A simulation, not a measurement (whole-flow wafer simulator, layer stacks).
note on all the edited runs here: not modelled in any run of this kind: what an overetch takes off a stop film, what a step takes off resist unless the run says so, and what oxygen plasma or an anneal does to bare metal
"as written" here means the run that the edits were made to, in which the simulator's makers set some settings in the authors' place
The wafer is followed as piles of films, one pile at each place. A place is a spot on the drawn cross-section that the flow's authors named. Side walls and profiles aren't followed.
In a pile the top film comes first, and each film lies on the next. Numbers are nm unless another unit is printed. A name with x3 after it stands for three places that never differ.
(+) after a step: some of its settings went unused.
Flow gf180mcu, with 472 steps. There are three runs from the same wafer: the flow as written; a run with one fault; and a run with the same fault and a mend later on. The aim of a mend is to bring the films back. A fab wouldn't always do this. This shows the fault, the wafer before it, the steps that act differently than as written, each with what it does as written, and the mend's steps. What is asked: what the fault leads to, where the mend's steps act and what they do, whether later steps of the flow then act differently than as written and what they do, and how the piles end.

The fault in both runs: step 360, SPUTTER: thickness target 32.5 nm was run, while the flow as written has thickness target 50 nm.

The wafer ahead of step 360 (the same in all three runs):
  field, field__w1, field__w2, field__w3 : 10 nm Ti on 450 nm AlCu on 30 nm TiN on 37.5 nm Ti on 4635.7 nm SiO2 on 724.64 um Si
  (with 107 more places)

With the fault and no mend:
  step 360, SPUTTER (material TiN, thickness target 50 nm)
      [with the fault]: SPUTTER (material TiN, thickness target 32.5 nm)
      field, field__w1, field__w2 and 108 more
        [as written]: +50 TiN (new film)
        [with the fault]: +32.5 TiN (new film)
  Steps further on in the flow that do not act as written (4 other steps are not shown; they differ only slightly, by no more than 2% or 0.5 nm, whichever is larger):
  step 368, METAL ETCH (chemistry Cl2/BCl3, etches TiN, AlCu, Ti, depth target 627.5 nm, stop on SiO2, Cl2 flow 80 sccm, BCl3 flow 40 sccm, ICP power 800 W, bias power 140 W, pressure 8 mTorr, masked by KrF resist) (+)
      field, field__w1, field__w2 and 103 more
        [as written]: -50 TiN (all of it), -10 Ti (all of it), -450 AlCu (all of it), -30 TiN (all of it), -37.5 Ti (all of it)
        [with the fault]: -32.5 TiN (all of it), -10 Ti (all of it), -450 AlCu (all of it), -30 TiN (all of it), -37.5 Ti (all of it)
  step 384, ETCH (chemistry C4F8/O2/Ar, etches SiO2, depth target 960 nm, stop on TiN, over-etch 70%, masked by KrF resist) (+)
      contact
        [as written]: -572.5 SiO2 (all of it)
        [with the fault]: -590 SiO2 (all of it)
  The piles end different from the flow's at field__w8, contact, m1, m1__w1, m1_nw by more than 2% or 0.5 nm, whichever is larger.
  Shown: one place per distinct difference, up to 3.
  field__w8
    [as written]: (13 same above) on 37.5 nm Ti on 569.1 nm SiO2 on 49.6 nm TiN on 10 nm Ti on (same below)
    [with the fault]: (13 same above) on 37.5 nm Ti on 586.6 nm SiO2 on 32.1 nm TiN on 10 nm Ti on (same below)
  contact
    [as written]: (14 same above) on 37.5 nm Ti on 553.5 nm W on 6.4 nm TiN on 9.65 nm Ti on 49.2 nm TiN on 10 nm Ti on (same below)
    [with the fault]: (14 same above) on 37.5 nm Ti on 571.2 nm W on 6.34 nm TiN on 9.55 nm Ti on 31.7 nm TiN on 10 nm Ti on (same below)

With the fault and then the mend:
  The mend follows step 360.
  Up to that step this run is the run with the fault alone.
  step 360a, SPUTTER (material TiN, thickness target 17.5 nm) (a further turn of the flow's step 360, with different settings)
      field, field__w1, field__w2 and 108 more
        +17.5 TiN
  Every later step of the flow that is run acts as written at every place that is followed.
  At every place that both follow, the piles at the end match the flow's.
